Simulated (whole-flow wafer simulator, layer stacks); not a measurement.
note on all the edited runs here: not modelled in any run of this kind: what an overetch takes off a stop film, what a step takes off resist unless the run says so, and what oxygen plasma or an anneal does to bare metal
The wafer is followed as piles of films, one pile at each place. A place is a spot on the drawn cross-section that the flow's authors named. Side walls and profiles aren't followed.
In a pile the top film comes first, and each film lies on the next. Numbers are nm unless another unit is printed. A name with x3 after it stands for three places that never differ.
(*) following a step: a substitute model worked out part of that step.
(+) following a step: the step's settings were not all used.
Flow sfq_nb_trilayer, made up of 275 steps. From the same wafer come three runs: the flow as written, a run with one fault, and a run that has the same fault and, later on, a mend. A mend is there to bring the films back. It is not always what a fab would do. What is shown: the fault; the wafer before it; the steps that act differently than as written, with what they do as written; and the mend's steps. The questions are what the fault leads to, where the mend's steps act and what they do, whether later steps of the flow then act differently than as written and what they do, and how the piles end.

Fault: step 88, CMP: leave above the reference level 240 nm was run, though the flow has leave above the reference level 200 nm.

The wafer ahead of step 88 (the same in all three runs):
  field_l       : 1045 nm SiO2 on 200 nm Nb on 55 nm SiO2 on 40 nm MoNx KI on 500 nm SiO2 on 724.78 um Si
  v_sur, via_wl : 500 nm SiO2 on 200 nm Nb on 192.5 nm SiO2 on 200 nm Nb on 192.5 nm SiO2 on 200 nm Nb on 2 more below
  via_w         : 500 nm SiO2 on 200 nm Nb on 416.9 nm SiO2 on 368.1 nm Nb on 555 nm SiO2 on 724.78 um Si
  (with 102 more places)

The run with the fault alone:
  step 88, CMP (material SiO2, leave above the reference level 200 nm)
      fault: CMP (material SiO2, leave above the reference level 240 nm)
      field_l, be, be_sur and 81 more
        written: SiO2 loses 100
        fault: SiO2 loses 60
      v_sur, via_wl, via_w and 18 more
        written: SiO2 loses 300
        fault: SiO2 loses 260
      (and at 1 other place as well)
  Steps further on in the flow that do not act as written (not shown: 3 more steps that differ only slightly, by at most 2% or 0.5 nm, whichever is larger):
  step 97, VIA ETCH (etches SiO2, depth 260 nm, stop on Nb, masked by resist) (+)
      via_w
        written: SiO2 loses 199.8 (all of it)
        fault: SiO2 loses 239.8 (all of it)
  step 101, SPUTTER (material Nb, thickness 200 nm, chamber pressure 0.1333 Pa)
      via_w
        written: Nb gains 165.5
        fault: Nb gains 157
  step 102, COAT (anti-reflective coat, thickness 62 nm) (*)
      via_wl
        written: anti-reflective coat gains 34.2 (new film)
        fault: anti-reflective coat gains 32.6 (new film)
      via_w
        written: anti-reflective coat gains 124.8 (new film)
        fault: anti-reflective coat gains 133.4 (new film)
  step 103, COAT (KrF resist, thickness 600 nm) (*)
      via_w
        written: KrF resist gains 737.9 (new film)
        fault: KrF resist gains 771.1 (new film)
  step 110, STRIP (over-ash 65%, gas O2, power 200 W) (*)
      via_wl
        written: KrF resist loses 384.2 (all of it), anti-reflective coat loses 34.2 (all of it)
        fault: KrF resist loses 380.5 (all of it), anti-reflective coat loses 32.6 (all of it)
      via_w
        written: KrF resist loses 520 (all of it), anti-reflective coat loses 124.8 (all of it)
        fault: KrF resist loses 553.1 (all of it), anti-reflective coat loses 133.4 (all of it)
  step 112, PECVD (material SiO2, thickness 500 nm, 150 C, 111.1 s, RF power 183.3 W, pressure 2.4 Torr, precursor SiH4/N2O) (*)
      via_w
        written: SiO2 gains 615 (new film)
        fault: SiO2 gains 663.6 (new film)
  By the end, the piles at v_sur, via_wl, via_w and 74 more depart from the flow's by more than 2% or 0.5 nm, whichever is larger.
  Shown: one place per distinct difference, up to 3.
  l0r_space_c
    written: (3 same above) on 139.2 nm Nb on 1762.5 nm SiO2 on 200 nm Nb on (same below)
    fault: (3 same above) on 139.2 nm Nb on 1802.5 nm SiO2 on 200 nm Nb on (same below)
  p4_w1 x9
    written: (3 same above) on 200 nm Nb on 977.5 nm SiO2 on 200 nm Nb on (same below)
    fault: (3 same above) on 200 nm Nb on 1017.5 nm SiO2 on 200 nm Nb on (same below)
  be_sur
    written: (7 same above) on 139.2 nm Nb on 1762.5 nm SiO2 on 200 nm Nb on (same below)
    fault: (7 same above) on 139.2 nm Nb on 1802.5 nm SiO2 on 200 nm Nb on (same below)

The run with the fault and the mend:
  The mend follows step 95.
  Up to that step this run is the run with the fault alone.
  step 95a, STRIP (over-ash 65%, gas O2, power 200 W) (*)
      field_l, v_sur, via_wl and 102 more
        KrF resist loses 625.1 (all of it), anti-reflective coat loses 62 (all of it)
      via_w
        anti-reflective coat loses 62 (all of it)
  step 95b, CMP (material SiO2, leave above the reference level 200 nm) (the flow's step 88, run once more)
      field_l, v_sur, via_wl and 103 more
        SiO2 loses 40
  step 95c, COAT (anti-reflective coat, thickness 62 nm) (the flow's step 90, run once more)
      field_l, v_sur, via_wl and 103 more
        anti-reflective coat gains 62 (new film)
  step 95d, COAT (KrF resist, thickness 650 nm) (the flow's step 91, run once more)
      field_l, v_sur, via_wl and 103 more
        KrF resist gains 650 (new film)
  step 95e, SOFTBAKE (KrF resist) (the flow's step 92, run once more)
      does not change any film at any place that is followed
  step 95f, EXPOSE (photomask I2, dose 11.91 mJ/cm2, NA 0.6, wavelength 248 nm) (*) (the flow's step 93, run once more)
      does not change any film at any place that is followed
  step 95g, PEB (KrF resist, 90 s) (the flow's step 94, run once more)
      field_l, v_sur, via_wl and 103 more
        KrF resist loses 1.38
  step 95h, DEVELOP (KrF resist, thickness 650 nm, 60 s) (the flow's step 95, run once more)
      field_l, v_sur, via_wl and 102 more
        KrF resist loses 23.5
      via_w
        KrF resist loses 648.6 (all of it)
  Every later step of the flow that is run acts as written at every place that is followed.
  The piles end the same as the flow's at every place that both follow.
